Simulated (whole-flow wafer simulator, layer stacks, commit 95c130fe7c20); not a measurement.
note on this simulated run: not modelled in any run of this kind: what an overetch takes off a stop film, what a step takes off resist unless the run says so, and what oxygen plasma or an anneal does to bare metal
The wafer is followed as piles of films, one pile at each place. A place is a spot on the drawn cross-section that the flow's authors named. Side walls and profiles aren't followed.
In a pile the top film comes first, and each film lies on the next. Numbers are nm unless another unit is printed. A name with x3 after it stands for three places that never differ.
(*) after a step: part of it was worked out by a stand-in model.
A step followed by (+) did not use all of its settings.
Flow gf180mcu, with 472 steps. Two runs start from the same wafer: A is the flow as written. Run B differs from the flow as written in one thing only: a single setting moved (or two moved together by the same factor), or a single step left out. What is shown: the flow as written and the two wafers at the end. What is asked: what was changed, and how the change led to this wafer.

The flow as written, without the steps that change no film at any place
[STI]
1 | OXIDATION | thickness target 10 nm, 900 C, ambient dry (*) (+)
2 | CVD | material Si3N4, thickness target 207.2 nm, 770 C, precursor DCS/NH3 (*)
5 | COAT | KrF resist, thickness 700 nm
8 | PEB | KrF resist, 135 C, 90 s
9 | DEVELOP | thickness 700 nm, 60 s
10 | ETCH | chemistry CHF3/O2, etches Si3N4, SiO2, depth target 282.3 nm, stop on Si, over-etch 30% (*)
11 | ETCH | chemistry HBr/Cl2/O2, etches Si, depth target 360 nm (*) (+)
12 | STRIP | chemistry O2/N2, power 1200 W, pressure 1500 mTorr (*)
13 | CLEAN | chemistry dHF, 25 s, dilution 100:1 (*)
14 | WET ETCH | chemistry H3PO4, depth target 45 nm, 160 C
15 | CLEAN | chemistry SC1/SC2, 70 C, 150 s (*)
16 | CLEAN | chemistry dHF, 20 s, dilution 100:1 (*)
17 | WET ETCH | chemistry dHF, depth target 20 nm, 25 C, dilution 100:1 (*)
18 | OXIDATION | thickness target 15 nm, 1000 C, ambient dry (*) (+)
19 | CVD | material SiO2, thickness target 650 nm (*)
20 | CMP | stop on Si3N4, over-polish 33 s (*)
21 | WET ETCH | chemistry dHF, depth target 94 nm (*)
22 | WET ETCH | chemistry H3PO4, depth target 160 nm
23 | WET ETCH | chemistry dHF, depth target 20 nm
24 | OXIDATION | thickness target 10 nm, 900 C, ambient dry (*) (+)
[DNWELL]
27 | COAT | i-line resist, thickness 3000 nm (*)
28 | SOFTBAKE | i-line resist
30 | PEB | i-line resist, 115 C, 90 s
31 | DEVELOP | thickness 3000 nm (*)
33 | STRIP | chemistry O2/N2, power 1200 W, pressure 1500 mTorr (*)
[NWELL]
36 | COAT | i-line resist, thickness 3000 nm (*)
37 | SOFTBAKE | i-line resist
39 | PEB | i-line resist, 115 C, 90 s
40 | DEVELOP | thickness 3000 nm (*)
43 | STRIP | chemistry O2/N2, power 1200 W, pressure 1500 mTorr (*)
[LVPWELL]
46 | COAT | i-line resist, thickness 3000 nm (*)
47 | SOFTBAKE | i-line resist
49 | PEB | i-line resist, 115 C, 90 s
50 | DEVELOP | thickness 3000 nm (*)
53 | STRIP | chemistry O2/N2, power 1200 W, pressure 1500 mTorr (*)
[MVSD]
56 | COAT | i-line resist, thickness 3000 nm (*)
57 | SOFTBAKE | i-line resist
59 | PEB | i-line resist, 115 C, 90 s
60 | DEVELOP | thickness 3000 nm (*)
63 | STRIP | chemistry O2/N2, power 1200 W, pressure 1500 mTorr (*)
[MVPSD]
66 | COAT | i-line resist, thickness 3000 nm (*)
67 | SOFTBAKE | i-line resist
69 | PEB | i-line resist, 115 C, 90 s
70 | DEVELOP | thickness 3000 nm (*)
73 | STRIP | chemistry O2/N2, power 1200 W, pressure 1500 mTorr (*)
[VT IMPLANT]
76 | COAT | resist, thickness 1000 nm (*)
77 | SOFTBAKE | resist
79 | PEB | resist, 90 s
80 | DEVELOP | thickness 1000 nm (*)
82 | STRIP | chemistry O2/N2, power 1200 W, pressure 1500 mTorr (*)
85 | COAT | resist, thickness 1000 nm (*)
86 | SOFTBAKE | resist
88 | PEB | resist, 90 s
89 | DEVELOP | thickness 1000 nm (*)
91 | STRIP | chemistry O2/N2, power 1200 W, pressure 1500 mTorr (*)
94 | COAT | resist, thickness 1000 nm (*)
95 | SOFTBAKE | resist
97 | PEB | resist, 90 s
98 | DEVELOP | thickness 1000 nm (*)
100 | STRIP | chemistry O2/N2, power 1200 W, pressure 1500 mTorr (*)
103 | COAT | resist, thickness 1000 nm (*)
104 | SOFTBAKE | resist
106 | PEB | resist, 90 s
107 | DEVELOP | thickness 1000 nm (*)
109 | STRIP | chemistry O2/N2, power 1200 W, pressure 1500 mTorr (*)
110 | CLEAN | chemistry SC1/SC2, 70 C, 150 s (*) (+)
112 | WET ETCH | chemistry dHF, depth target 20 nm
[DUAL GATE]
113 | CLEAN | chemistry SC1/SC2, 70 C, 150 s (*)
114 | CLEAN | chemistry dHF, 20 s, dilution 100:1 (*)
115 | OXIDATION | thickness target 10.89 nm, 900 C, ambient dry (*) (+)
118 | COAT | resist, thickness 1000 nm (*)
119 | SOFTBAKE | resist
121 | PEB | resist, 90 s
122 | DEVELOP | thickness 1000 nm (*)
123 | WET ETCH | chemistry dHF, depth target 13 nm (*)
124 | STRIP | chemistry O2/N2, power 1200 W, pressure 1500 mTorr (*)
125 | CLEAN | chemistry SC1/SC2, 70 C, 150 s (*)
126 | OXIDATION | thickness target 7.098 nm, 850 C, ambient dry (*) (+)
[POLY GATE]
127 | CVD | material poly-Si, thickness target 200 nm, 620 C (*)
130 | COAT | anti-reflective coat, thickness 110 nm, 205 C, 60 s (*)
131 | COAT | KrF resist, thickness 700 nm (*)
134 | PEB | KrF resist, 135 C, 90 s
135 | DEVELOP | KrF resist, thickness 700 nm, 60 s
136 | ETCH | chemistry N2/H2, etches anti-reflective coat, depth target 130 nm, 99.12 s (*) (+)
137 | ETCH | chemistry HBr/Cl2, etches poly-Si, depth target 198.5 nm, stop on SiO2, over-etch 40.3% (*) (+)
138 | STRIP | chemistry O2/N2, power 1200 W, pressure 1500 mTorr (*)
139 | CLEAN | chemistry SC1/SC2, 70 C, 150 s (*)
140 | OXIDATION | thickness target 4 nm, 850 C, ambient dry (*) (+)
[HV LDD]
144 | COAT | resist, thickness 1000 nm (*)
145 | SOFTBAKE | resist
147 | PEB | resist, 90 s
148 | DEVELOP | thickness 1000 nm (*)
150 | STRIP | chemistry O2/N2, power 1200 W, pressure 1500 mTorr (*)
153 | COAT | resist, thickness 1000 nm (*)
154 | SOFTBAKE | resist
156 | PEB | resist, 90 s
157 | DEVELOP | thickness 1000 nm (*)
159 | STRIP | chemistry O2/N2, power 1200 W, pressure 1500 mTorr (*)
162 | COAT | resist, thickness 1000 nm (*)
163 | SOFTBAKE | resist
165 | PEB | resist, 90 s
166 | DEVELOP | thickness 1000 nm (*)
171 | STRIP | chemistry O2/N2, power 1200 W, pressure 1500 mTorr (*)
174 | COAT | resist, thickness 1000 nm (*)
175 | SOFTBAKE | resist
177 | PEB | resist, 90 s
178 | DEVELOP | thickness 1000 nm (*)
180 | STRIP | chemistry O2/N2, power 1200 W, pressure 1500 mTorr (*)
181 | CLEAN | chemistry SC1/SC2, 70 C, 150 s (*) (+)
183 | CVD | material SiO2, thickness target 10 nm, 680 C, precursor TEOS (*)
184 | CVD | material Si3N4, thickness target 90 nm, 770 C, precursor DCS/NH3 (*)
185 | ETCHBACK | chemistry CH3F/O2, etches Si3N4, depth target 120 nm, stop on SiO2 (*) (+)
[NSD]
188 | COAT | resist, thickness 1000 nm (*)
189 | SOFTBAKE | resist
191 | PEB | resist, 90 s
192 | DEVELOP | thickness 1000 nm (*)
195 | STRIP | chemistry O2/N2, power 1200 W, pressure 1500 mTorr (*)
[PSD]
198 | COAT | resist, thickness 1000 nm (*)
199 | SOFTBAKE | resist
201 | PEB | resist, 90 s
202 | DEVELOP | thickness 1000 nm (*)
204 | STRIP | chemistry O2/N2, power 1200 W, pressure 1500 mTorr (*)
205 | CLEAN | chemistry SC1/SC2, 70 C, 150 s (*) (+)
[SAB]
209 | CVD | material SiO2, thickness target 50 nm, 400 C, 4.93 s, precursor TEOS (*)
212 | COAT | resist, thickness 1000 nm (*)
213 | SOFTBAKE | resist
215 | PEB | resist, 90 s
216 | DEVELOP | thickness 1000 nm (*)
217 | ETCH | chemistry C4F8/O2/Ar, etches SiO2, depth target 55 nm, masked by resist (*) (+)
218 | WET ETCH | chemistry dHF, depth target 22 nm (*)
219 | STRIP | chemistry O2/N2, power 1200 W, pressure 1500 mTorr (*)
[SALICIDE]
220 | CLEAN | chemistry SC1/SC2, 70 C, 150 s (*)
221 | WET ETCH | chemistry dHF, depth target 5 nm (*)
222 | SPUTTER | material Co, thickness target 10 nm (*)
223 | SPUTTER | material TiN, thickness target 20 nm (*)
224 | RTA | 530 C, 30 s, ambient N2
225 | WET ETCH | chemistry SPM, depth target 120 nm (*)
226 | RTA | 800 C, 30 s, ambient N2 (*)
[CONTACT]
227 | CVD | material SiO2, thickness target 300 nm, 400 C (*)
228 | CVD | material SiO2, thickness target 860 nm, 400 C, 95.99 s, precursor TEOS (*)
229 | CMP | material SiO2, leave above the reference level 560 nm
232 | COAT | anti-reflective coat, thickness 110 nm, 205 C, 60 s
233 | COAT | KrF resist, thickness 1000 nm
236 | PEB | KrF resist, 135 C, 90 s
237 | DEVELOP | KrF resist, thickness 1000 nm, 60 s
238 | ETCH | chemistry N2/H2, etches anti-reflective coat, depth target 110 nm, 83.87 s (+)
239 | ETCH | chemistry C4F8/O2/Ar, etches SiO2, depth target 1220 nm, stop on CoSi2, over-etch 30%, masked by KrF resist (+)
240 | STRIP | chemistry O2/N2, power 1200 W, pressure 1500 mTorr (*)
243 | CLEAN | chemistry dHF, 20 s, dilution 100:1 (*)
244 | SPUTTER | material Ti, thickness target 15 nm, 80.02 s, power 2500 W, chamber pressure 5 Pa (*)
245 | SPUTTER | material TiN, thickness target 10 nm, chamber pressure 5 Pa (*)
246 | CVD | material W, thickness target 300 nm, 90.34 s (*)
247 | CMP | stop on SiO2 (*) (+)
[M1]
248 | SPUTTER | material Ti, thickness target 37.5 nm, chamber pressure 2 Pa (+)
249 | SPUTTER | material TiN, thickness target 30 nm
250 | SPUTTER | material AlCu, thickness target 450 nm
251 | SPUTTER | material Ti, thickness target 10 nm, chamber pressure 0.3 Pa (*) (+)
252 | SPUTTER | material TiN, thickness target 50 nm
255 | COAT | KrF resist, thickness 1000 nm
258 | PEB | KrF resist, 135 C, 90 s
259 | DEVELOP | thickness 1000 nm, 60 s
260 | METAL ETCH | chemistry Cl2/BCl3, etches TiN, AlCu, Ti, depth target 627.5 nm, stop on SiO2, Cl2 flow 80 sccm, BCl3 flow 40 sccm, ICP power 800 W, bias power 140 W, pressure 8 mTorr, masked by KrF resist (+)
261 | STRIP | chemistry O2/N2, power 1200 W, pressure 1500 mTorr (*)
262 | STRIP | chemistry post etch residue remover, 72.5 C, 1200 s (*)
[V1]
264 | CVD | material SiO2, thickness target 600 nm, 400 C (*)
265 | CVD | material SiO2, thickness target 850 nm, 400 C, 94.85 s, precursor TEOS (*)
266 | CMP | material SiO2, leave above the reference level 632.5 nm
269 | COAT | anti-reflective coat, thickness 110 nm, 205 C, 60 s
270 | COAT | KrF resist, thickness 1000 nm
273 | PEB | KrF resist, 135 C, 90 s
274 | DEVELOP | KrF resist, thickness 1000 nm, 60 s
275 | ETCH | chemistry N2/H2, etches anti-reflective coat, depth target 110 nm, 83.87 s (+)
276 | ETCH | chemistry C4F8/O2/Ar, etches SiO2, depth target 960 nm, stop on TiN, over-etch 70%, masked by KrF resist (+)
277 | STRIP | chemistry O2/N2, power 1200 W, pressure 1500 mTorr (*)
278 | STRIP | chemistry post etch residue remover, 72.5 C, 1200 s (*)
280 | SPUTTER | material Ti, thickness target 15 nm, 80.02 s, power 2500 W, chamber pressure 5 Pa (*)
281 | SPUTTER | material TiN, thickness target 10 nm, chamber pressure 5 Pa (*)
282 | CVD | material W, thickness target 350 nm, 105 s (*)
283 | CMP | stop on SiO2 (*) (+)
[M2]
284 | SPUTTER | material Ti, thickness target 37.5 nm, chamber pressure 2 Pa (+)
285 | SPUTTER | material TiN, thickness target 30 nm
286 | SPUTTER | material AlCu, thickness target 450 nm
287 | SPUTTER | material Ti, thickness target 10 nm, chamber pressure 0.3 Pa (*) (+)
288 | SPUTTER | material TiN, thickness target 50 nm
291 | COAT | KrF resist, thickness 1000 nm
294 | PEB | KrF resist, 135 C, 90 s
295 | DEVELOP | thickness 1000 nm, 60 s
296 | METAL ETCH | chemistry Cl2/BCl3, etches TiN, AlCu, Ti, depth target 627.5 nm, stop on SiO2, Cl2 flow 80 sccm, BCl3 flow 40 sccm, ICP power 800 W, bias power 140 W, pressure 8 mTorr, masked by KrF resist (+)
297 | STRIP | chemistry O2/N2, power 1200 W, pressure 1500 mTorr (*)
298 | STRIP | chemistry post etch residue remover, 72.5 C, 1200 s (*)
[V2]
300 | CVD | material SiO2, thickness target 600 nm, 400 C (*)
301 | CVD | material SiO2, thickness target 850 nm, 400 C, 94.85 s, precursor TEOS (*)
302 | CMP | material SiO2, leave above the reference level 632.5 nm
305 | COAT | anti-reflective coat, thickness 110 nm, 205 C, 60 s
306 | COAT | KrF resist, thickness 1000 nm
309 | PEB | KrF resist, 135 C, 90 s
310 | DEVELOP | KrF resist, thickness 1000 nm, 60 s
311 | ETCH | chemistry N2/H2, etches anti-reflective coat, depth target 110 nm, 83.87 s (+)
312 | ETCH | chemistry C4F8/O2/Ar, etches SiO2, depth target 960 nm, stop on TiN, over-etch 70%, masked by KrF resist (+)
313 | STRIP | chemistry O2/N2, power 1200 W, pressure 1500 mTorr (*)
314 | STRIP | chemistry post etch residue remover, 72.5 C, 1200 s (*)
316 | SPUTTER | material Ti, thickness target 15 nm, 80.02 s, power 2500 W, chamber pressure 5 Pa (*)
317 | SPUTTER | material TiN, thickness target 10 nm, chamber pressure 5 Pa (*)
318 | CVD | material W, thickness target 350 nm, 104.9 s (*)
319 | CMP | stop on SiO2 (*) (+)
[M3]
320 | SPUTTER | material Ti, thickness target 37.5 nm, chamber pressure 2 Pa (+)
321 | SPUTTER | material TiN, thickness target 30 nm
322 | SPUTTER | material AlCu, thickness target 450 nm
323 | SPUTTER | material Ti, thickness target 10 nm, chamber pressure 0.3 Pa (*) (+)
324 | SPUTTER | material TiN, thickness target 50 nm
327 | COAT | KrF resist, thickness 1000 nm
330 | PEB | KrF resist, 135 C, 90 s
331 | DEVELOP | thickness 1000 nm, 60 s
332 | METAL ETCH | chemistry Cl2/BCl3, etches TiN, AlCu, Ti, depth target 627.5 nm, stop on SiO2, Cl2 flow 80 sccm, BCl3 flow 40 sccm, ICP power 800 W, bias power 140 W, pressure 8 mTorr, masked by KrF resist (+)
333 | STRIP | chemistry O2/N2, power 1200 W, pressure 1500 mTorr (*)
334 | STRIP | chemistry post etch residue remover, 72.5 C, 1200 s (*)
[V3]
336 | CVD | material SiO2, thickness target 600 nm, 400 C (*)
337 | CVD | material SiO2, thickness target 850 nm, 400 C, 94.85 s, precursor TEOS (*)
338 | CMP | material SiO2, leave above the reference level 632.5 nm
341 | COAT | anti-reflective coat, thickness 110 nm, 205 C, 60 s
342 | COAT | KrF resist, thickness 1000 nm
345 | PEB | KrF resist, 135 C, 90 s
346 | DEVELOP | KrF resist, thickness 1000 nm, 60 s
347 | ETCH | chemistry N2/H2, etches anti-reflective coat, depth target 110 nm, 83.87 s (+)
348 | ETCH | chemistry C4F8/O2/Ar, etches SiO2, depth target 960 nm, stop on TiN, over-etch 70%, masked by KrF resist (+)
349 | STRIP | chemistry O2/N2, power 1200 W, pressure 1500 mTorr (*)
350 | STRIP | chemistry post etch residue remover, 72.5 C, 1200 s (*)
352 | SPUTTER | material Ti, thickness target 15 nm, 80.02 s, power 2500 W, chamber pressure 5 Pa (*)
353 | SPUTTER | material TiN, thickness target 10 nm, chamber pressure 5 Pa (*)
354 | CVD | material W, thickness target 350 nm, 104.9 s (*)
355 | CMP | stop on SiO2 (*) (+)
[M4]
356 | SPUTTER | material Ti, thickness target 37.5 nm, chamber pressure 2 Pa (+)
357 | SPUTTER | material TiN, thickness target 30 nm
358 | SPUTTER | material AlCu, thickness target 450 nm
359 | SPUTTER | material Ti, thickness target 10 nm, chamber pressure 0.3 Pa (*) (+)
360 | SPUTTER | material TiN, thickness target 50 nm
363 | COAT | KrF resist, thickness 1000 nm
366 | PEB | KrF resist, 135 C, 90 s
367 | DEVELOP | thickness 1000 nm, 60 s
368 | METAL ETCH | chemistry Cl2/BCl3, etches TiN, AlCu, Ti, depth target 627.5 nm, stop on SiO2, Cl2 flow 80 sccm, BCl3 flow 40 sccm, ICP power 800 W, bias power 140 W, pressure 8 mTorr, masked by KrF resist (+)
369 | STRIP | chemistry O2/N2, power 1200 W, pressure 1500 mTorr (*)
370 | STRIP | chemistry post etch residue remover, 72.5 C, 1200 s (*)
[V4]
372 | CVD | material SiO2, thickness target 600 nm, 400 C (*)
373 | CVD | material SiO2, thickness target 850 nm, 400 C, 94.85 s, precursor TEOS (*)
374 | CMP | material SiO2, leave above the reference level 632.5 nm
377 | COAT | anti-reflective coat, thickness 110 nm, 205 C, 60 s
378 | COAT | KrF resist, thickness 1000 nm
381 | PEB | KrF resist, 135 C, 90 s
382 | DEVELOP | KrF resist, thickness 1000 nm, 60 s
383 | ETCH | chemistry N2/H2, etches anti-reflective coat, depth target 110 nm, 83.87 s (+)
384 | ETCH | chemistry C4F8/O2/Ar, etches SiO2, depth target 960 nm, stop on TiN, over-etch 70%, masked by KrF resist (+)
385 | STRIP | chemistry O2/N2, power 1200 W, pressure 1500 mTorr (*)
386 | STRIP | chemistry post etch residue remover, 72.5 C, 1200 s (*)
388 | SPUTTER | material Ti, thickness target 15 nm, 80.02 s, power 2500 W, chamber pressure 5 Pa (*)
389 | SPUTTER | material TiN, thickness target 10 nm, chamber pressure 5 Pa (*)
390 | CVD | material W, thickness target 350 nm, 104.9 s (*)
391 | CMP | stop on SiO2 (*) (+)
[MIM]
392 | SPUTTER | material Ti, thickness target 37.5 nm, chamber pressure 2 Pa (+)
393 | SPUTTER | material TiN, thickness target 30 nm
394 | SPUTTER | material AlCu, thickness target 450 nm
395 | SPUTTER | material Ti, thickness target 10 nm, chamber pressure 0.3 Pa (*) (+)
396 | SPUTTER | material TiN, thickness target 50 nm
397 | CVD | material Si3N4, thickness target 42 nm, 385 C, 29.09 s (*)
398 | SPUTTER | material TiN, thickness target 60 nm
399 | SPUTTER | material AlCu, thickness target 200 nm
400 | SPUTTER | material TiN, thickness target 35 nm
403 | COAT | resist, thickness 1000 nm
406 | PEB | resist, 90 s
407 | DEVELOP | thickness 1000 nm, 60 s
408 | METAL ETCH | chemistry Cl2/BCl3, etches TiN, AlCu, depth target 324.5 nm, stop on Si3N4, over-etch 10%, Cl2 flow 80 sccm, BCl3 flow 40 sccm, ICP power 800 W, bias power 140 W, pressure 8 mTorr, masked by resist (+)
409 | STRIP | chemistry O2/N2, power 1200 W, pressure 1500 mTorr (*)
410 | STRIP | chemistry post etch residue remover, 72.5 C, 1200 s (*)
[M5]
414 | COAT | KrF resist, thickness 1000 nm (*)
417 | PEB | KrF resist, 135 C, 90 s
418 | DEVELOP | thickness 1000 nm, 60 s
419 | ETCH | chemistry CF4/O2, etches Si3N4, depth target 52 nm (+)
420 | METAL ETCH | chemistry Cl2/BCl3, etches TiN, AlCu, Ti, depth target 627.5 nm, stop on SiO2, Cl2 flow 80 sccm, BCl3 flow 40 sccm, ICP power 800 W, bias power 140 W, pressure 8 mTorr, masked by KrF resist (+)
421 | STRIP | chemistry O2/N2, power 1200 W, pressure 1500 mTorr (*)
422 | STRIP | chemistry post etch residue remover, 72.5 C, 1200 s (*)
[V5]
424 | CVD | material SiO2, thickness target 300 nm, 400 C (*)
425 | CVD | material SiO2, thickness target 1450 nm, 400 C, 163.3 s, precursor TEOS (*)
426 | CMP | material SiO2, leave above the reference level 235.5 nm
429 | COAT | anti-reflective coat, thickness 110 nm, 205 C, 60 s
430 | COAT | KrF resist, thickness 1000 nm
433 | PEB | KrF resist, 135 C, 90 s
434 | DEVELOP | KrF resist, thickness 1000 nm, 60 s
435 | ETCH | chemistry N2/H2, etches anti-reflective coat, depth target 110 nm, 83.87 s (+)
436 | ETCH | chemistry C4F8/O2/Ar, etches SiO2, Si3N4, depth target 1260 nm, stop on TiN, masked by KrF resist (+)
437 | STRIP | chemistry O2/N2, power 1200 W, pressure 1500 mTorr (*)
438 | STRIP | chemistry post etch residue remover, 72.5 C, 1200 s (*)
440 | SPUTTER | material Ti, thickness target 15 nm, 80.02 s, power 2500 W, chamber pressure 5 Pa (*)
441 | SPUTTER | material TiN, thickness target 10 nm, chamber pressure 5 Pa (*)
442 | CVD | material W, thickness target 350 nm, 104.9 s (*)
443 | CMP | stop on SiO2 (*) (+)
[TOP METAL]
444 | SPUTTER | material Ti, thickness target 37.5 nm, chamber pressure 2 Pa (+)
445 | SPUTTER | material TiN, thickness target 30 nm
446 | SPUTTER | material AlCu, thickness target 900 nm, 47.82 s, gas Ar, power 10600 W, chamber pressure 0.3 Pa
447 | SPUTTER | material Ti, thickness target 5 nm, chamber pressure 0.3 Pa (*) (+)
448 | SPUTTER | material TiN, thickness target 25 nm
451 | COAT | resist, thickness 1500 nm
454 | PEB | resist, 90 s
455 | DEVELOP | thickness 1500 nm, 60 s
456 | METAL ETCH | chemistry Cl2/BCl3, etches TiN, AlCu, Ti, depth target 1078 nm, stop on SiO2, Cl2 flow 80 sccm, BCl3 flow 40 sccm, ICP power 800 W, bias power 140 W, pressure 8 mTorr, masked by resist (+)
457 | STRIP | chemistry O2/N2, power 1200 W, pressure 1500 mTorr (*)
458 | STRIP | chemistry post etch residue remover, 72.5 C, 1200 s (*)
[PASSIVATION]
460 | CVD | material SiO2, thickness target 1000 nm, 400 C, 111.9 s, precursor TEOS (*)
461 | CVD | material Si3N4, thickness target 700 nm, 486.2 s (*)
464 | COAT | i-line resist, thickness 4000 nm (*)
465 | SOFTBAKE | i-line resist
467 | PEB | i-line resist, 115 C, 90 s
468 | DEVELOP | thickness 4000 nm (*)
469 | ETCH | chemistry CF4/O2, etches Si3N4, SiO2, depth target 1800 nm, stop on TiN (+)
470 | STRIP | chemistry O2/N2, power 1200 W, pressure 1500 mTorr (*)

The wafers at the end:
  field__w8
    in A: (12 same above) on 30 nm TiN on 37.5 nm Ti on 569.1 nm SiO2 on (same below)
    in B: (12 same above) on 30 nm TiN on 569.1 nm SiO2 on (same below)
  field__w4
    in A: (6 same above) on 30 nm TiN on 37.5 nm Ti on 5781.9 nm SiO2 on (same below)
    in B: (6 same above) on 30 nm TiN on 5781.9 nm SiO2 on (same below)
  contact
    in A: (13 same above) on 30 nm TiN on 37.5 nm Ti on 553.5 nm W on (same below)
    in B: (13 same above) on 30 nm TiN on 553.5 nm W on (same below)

The reason: step 392, SPUTTER: material Ti, thickness target 37.5 nm, chamber pressure 2 Pa (+), was omitted.

How this came from the change, step by step:
  420 | METAL ETCH | chemistry Cl2/BCl3, etches TiN, AlCu, Ti, depth target 627.5 nm, stop on SiO2, Cl2 flow 80 sccm, BCl3 flow 40 sccm, ICP power 800 W, bias power 140 W, pressure 8 mTorr, masked by KrF resist (+)
      field, field__w1, field__w2 and 101 more: A -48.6 TiN (all of it), -10 Ti (all of it), -450 AlCu (all of it), -30 TiN (all of it), -37.5 Ti (all of it) | B -48.6 TiN (all of it), -10 Ti (all of it), -450 AlCu (all of it), -30 TiN (all of it)
  426 | CMP | material SiO2, leave above the reference level 235.5 nm
      field, field__w1, field__w5 and 92 more: A -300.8 SiO2 | B -338.3 SiO2
      field__w2, field__w3, field__w12 and 6 more: A -272.7 SiO2 | B -311.9 SiO2
